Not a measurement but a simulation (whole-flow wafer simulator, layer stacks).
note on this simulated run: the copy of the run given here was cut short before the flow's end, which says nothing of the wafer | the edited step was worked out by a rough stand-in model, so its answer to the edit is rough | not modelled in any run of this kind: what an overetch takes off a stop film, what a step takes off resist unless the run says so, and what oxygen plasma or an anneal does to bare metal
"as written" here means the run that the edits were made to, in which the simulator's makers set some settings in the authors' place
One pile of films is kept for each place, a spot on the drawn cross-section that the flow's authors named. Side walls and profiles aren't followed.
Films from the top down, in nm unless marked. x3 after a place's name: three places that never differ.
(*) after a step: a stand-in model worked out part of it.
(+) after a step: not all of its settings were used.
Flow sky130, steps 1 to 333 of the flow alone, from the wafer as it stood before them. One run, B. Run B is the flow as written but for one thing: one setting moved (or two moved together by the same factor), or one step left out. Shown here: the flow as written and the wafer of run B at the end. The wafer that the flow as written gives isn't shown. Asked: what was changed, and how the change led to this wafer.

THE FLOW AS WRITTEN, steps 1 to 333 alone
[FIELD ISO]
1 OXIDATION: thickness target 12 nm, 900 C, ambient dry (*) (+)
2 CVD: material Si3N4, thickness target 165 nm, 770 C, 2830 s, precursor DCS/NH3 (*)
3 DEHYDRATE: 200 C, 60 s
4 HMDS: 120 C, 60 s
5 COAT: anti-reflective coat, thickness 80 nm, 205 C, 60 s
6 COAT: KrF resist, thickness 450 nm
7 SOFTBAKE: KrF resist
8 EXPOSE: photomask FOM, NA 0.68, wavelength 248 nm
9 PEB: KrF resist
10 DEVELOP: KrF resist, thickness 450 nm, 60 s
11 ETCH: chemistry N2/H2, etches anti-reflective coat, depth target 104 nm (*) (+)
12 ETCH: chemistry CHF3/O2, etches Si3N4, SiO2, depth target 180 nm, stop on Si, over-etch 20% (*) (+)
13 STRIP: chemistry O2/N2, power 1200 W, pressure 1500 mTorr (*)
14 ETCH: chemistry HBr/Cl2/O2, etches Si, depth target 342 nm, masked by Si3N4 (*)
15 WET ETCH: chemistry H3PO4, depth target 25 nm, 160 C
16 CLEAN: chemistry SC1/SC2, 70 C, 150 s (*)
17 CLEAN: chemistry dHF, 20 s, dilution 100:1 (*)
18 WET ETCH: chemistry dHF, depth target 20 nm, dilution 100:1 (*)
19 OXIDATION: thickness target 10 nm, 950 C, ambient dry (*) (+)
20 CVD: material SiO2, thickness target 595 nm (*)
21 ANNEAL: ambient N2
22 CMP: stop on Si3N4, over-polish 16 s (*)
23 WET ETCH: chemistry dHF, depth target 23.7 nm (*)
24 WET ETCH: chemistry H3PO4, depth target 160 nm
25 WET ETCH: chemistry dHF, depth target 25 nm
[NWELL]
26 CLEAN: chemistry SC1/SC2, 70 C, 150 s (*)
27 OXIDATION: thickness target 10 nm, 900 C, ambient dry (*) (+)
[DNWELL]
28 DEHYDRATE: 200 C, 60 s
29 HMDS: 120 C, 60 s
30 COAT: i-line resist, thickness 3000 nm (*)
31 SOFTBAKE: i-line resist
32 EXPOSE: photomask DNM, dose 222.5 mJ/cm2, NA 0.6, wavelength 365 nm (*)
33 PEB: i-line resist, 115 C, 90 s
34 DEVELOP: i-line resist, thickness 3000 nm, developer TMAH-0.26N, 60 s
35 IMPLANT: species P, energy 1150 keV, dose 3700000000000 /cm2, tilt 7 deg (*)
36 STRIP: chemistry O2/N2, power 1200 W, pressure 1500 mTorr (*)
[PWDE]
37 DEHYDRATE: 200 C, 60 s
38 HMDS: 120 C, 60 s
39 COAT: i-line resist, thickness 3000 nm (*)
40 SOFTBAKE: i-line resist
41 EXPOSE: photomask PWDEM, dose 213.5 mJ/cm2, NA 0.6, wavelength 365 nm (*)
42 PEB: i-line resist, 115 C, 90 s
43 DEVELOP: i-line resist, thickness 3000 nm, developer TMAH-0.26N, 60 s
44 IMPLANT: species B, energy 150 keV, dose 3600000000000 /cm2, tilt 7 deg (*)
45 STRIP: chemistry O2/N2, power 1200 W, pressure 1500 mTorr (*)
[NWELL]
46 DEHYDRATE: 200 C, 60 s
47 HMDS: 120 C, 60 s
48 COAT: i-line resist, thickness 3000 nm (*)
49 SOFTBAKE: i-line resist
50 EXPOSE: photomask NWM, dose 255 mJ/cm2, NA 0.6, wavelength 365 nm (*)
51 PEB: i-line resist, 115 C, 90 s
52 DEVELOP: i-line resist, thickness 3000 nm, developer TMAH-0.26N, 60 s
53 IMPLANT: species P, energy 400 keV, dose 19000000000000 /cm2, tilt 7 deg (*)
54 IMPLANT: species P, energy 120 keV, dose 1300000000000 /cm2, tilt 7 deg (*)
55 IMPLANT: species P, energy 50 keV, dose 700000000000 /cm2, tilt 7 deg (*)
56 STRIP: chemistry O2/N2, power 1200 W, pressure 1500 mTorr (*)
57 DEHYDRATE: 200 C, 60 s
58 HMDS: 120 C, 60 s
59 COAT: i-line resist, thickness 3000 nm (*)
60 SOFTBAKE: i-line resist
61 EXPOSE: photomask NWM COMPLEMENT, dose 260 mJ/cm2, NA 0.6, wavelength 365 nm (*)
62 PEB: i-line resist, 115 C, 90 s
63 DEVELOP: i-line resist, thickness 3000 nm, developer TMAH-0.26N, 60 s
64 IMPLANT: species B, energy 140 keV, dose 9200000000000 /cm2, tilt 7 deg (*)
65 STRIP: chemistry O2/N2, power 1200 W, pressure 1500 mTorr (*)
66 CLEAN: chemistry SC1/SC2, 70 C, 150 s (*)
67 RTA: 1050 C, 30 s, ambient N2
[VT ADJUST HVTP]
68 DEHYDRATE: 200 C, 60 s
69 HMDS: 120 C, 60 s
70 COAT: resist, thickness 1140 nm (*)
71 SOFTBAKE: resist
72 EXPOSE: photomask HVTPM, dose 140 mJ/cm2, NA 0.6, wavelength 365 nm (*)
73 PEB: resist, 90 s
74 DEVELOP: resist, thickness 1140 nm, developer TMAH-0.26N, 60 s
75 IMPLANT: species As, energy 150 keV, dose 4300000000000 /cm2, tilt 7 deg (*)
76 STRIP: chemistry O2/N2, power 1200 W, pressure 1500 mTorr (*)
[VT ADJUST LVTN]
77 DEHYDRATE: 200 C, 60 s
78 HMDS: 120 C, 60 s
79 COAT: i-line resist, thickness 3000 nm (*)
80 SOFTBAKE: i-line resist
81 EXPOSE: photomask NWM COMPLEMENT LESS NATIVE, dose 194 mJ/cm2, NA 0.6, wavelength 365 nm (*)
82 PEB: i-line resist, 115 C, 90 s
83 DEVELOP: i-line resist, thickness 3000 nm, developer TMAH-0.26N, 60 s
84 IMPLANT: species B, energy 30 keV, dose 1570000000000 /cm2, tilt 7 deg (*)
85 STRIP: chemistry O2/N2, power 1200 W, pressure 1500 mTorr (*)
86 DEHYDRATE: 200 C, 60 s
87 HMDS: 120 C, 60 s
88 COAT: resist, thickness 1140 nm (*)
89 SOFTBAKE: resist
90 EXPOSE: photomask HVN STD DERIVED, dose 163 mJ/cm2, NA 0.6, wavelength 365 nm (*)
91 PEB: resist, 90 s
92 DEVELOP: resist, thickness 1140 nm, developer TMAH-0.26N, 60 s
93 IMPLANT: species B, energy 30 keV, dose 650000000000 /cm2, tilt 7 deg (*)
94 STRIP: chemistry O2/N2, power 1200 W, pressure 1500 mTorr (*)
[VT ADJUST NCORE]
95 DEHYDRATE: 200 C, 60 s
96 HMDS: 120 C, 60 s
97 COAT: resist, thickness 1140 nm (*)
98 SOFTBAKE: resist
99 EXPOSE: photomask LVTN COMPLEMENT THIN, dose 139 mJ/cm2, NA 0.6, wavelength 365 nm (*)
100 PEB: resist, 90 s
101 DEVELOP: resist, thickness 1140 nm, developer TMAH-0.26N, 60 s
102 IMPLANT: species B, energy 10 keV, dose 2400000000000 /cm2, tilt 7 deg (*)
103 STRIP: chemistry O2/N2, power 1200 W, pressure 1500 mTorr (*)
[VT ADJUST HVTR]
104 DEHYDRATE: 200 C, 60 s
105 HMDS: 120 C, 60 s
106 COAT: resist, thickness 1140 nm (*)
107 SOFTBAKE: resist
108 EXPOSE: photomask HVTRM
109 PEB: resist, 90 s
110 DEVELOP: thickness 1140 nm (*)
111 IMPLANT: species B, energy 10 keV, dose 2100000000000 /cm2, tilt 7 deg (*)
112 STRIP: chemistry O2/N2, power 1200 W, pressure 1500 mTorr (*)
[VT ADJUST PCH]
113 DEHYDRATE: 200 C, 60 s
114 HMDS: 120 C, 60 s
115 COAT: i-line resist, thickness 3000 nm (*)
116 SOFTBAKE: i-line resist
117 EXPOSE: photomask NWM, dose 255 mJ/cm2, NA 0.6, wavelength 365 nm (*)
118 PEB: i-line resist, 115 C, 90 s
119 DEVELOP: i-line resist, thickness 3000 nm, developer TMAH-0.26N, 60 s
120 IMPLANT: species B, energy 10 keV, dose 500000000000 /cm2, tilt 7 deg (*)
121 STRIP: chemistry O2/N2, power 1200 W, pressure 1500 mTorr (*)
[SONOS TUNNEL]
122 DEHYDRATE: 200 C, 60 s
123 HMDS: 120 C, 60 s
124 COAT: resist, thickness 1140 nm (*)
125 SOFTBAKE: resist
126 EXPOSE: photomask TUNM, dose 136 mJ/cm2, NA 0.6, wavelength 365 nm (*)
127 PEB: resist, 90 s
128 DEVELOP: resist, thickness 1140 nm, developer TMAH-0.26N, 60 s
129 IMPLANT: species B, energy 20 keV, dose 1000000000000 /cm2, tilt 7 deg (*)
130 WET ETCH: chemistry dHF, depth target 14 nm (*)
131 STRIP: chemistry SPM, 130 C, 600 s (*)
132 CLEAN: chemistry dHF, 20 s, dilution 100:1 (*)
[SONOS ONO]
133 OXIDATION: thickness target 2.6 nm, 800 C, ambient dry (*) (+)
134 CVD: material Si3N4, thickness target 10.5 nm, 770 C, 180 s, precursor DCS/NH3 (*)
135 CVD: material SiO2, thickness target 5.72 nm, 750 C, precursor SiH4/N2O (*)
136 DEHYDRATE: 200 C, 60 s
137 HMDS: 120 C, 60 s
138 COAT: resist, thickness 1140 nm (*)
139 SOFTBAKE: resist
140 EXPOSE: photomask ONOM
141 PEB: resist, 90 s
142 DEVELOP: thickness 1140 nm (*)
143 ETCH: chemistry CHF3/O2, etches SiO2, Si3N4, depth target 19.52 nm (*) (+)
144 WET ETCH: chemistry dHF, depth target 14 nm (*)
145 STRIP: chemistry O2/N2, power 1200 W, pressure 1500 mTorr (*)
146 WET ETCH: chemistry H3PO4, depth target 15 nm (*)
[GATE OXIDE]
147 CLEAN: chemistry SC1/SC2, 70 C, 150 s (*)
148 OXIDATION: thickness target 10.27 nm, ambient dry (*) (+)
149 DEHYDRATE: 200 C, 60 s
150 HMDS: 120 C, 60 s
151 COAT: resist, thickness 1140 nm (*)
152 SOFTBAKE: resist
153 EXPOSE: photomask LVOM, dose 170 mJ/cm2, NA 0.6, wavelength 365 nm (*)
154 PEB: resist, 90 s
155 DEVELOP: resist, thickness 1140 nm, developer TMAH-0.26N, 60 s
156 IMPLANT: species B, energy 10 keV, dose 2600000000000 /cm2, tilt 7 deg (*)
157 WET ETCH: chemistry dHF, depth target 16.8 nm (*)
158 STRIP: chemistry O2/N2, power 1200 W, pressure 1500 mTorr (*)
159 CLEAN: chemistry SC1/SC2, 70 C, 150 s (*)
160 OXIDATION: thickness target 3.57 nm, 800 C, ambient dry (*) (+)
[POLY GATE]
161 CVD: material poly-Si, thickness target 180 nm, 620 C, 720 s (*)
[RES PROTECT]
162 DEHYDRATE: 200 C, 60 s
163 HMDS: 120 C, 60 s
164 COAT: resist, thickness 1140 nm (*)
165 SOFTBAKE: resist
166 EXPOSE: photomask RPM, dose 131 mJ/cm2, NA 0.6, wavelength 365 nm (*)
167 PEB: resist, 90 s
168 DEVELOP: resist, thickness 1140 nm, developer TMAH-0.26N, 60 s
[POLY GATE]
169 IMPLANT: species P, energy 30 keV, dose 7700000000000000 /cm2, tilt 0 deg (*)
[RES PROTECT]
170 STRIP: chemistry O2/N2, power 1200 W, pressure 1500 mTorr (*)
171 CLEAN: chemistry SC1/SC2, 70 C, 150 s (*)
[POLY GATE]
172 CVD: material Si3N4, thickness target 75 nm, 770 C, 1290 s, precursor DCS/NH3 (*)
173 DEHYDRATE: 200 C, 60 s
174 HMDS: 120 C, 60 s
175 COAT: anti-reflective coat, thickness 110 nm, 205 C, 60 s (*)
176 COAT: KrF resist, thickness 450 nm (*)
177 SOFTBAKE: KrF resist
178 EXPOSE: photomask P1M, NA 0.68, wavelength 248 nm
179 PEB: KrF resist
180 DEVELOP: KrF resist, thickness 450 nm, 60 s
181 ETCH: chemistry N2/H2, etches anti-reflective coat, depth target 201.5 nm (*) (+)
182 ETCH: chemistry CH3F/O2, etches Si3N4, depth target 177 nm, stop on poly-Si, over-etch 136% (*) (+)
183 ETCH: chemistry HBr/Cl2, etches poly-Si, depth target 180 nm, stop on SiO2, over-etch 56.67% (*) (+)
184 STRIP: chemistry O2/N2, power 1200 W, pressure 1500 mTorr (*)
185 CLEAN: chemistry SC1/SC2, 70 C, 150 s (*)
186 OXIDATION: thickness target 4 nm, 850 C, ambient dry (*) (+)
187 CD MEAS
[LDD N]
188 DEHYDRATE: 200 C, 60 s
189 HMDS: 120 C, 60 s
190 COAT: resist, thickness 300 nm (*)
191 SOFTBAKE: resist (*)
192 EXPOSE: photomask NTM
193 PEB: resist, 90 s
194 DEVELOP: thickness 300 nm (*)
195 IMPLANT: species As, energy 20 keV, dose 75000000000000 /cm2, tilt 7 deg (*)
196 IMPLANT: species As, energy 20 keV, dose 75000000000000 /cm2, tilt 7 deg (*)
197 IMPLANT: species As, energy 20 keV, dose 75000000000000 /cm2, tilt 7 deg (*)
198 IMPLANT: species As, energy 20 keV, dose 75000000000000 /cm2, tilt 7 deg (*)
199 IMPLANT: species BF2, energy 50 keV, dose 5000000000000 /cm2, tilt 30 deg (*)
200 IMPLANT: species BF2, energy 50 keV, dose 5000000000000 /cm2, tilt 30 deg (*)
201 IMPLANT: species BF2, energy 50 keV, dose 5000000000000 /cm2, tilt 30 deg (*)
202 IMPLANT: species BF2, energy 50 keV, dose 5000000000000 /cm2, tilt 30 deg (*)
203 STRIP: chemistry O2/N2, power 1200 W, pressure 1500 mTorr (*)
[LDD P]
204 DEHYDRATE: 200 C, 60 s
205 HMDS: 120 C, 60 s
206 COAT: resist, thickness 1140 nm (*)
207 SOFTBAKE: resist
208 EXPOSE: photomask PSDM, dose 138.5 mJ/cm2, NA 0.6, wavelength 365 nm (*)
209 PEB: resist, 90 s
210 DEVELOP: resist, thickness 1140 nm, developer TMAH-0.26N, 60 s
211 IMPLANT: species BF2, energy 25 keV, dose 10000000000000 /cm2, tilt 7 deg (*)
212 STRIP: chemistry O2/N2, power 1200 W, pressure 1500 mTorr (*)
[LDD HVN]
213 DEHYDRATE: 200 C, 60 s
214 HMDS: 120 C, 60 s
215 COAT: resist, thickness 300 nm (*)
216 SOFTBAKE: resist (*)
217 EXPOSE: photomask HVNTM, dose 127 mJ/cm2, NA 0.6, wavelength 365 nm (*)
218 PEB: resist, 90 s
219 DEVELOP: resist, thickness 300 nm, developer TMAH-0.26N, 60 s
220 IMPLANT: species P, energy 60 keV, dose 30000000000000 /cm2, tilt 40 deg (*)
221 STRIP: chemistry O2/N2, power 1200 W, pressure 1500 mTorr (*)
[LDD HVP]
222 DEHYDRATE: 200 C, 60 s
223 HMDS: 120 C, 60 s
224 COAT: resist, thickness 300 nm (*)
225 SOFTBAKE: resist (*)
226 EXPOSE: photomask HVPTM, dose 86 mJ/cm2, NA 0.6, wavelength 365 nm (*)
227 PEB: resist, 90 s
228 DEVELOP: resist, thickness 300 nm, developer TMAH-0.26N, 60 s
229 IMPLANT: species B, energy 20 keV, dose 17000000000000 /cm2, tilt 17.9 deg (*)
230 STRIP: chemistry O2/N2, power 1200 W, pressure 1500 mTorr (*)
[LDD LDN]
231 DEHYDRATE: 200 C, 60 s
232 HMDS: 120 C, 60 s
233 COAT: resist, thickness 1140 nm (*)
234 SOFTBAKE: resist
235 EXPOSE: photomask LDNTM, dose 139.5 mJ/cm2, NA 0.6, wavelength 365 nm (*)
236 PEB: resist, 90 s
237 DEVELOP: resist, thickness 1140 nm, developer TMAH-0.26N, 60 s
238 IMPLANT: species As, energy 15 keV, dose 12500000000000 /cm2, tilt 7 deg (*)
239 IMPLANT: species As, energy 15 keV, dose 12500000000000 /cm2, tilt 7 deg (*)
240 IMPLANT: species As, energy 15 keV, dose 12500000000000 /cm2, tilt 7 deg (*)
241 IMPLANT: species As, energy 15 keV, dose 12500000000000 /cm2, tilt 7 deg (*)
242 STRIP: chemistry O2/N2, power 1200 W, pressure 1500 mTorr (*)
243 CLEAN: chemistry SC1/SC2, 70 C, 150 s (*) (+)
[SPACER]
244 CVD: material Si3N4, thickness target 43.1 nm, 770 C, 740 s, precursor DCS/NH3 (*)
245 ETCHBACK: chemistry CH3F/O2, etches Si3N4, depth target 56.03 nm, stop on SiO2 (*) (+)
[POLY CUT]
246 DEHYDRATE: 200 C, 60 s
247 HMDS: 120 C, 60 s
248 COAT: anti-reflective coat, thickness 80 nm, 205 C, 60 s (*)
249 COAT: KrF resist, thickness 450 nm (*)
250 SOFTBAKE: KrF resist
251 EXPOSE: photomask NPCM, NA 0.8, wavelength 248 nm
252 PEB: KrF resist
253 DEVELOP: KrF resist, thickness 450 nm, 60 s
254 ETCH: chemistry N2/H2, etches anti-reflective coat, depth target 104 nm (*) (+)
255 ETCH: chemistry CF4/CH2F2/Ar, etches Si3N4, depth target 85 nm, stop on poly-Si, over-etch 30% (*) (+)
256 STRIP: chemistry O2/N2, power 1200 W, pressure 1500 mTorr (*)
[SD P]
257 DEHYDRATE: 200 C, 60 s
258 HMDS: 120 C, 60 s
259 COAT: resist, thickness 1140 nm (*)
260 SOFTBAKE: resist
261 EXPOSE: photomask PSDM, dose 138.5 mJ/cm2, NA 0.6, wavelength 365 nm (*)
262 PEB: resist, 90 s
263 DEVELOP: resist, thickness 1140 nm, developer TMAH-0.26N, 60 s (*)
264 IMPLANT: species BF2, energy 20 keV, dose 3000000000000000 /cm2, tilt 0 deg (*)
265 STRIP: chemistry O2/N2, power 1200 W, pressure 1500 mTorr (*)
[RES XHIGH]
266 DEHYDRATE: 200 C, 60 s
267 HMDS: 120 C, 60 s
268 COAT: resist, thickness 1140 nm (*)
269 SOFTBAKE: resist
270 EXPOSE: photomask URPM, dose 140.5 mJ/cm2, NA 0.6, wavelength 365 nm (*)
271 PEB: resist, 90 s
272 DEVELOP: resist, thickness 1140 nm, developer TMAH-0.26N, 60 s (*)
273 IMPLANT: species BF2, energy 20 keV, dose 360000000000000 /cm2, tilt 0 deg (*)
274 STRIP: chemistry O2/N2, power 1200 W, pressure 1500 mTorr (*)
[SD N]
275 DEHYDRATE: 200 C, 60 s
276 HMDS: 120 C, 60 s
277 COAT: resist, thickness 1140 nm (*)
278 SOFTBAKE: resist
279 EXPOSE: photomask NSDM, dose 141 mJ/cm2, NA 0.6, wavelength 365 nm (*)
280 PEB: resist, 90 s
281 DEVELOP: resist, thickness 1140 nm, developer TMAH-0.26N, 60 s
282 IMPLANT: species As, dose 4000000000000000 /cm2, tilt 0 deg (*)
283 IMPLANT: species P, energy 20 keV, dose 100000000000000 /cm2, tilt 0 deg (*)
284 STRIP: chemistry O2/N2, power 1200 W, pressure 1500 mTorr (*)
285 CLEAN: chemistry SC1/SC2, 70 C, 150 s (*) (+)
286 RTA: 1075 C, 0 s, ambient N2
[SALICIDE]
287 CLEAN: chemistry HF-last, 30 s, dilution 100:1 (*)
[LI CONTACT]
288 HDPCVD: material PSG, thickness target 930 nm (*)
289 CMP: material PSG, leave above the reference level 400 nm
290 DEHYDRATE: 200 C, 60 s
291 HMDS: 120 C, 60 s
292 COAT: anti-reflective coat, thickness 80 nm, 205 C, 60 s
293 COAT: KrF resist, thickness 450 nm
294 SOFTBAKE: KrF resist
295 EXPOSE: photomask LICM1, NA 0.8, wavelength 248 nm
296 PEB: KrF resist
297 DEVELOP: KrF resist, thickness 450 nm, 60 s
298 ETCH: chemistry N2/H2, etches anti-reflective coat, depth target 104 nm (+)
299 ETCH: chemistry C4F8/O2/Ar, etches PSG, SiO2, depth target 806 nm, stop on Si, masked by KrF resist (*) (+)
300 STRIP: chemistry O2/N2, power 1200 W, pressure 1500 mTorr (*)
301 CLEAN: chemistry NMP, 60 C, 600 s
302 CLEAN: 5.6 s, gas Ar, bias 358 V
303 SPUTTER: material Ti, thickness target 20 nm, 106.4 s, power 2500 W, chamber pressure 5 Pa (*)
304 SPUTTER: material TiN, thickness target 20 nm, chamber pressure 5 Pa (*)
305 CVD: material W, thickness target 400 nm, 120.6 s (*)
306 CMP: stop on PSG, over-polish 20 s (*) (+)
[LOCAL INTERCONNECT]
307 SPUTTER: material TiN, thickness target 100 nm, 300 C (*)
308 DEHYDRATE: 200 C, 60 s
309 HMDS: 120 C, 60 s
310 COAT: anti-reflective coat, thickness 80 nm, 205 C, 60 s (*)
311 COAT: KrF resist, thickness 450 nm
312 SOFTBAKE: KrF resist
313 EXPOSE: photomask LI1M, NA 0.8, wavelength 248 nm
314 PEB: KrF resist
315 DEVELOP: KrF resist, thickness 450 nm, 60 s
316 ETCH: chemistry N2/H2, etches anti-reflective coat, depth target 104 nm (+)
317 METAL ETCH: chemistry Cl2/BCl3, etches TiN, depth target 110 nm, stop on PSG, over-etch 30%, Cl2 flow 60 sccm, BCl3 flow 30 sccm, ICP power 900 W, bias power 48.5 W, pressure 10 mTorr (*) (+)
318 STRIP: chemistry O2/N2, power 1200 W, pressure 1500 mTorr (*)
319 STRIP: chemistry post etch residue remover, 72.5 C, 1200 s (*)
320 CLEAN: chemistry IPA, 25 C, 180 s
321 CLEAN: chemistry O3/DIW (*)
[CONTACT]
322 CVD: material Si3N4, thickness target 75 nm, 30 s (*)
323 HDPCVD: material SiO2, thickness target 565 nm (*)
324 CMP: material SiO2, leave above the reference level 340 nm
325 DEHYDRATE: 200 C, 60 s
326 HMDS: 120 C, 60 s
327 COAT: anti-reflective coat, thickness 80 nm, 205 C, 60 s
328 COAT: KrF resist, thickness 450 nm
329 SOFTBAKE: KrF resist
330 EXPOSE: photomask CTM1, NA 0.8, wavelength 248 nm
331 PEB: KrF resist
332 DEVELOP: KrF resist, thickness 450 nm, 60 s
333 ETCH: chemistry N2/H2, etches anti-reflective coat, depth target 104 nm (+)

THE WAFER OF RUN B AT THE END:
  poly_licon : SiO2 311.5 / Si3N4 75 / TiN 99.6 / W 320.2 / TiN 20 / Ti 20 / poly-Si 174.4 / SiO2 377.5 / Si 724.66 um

The cause: step 305, CVD: 96.45 s was run, where the flow has 120.6 s.

How the change led to this, step by step:
  305 CVD: material W, thickness target 400 nm, 120.6 s (*)
      field, active, n_well and 185 more: W +320.2 (new film) (as written it would be: W +400 (new film))
      ndiff_licon: W +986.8 (new film) (as written it would be: W +1066.5 (new film))
      (and at 2 more places)
  306 CMP: stop on PSG, over-polish 20 s (*) (+)
      poly_licon: nothing (as written it would be: W -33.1)
      field, active, n_well and 184 more: W -320.2 (all of it), TiN -20 (all of it), Ti -20 (all of it), PSG -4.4 (as written it would be: W -400 (all of it), TiN -20 (all of it), Ti -20 (all of it), PSG -4.4)
      (and at 3 more places)
  310 COAT: anti-reflective coat, thickness 80 nm, 205 C, 60 s (*)
      poly_licon: anti-reflective coat +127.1 (new film) (as written it would be: anti-reflective coat +80.4 (new film))
  318 STRIP: chemistry O2/N2, power 1200 W, pressure 1500 mTorr (*)
      poly_licon: KrF resist -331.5 (all of it), anti-reflective coat -127.1 (all of it) (as written it would be: KrF resist -331.5 (all of it), anti-reflective coat -80.4 (all of it))
  324 CMP: material SiO2, leave above the reference level 340 nm
      poly_licon: SiO2 -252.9 (as written it would be: SiO2 -299.5)
